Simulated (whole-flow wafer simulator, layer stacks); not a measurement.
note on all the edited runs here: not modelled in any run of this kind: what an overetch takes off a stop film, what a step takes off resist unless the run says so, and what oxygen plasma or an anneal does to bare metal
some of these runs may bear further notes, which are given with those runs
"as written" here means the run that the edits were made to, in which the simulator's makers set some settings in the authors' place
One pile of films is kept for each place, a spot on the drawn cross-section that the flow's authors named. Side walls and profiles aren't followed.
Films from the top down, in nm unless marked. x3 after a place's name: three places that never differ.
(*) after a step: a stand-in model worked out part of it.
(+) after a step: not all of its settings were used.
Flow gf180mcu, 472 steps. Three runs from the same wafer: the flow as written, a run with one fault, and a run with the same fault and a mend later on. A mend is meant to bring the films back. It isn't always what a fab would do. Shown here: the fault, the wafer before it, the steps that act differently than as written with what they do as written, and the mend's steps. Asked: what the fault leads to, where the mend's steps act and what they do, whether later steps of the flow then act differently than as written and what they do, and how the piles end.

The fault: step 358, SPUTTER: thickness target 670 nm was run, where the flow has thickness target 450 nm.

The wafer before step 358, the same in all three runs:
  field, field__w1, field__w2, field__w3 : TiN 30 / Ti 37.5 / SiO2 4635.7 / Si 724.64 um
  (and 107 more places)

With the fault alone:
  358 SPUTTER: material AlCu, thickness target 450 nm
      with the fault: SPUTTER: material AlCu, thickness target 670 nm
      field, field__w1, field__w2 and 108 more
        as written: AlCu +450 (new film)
        with the fault: AlCu +670 (new film)
  Later steps of the flow that act differently than as written:
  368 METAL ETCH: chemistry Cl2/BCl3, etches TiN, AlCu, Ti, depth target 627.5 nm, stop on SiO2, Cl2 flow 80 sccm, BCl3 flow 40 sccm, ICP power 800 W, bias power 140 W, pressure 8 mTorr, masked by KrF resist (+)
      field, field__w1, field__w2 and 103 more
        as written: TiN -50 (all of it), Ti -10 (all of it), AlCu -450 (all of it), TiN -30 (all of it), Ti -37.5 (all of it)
        with the fault: TiN -50 (all of it), Ti -10 (all of it), AlCu -567.5
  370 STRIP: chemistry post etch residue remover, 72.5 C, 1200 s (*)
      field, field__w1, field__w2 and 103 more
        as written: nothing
        with the fault: AlCu -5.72
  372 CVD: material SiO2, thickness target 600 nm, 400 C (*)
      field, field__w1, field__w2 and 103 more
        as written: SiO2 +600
        with the fault: SiO2 +600 (new film)
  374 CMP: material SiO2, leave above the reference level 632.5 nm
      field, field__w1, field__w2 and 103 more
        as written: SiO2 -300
        with the fault: SiO2 -244.3
  At the end the piles differ from the flow's by more than 2% or 0.5 nm, whichever is larger, at field, field__w1, field__w2 and 109 more.
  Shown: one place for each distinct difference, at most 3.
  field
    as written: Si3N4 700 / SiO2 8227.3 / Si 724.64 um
    with the fault: Si3N4 700 / SiO2 3647.3 / AlCu 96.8 / TiN 30 / Ti 37.5 / SiO2 4635.7 / Si 724.64 um
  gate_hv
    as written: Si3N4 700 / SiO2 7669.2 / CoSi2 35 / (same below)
    with the fault: Si3N4 700 / SiO2 3647.3 / AlCu 96.8 / TiN 30 / Ti 37.5 / SiO2 4077.6 / CoSi2 35 / (same below)
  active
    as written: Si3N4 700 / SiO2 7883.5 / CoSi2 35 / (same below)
    with the fault: Si3N4 700 / SiO2 3647.3 / AlCu 96.8 / TiN 30 / Ti 37.5 / SiO2 4291.9 / CoSi2 35 / (same below)

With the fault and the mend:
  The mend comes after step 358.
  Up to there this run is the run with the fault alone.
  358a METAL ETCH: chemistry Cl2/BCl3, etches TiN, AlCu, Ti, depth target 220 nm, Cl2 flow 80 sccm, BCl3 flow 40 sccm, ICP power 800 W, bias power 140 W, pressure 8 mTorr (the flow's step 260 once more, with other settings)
      field, field__w1, field__w2 and 108 more
        AlCu -220
  No later step of the flow acts differently than as written at any place that is followed.
  At the end the piles are the same as the flow's at every place that both follow.
